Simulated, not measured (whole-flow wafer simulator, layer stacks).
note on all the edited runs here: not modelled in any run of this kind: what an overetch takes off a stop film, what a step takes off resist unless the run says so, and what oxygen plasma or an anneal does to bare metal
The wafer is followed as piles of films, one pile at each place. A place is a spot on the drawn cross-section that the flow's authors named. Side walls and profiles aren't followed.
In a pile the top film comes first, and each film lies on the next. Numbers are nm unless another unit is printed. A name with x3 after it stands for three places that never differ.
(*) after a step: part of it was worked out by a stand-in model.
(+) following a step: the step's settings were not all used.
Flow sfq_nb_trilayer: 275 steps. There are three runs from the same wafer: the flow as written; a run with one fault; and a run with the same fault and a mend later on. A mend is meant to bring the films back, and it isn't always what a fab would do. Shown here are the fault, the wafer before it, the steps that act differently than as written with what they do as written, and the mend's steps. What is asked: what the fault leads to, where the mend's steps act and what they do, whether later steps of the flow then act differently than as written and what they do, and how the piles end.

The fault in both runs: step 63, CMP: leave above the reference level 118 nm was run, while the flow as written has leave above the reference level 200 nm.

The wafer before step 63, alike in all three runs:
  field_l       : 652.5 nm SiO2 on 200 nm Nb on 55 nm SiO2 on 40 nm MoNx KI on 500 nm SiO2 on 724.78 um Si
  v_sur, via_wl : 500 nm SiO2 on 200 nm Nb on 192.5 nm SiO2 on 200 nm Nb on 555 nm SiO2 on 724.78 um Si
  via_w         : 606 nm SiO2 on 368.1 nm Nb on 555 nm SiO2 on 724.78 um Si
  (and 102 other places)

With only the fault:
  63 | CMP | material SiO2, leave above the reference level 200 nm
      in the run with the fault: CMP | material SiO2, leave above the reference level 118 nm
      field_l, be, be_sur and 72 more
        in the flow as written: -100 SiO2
        in the run with the fault: -182 SiO2
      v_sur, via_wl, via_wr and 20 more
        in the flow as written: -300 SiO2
        in the run with the fault: -382 SiO2
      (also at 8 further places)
  Steps further on in the flow that do not act as written (3 other steps are not shown; they differ only slightly, by no more than 2% or 0.5 nm, whichever is larger):
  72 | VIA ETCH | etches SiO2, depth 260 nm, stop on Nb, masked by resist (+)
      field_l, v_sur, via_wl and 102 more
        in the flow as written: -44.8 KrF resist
        in the run with the fault: -30.5 KrF resist
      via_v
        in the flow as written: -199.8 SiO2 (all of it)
        in the run with the fault: -117.8 SiO2 (all of it)
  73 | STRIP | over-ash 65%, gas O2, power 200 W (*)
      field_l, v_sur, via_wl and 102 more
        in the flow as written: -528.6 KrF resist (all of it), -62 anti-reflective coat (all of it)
        in the run with the fault: -543 KrF resist (all of it), -62 anti-reflective coat (all of it)
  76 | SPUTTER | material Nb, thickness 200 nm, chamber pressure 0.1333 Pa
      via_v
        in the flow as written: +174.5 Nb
        in the run with the fault: +190.9 Nb
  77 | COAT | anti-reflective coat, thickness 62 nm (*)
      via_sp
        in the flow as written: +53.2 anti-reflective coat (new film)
        in the run with the fault: +54.9 anti-reflective coat (new film)
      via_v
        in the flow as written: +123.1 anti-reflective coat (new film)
        in the run with the fault: +104.6 anti-reflective coat (new film)
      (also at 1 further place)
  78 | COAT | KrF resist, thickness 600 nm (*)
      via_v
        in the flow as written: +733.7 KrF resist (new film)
        in the run with the fault: +667.1 KrF resist (new film)
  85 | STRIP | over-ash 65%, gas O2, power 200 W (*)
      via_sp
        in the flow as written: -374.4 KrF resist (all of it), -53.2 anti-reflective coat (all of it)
        in the run with the fault: -379.8 KrF resist (all of it), -54.9 anti-reflective coat (all of it)
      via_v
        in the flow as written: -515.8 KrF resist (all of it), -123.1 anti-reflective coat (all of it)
        in the run with the fault: -449.3 KrF resist (all of it), -104.6 anti-reflective coat (all of it)
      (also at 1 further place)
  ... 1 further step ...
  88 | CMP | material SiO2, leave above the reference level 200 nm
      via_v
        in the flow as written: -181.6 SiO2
        in the run with the fault: -174 SiO2
  By the end, the piles at field_l, v_sur, via_wl and 103 more depart from the flow's by more than 2% or 0.5 nm, whichever is larger.
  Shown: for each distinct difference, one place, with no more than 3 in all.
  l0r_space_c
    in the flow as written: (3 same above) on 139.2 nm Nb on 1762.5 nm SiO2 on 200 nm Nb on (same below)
    in the run with the fault: (3 same above) on 139.2 nm Nb on 1680.5 nm SiO2 on 200 nm Nb on (same below)
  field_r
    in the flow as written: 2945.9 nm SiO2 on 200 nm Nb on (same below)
    in the run with the fault: 2863.9 nm SiO2 on 200 nm Nb on (same below)
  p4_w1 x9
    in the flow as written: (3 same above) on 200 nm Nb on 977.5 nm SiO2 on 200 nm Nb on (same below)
    in the run with the fault: (3 same above) on 200 nm Nb on 895.5 nm SiO2 on 200 nm Nb on (same below)

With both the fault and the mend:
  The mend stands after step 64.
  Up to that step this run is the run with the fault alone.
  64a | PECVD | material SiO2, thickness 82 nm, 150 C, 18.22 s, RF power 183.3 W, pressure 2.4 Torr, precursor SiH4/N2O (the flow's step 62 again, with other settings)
      field_l, v_sur, via_wl and 103 more
        +82 SiO2
  None of the later steps of the flow differs from how it acts as written, at any place that is followed, by more than 2% or 0.5 nm, whichever is larger.
  The piles end only slightly different from the flow's at the places that both follow, by no more than 2% or 0.5 nm, whichever is larger.
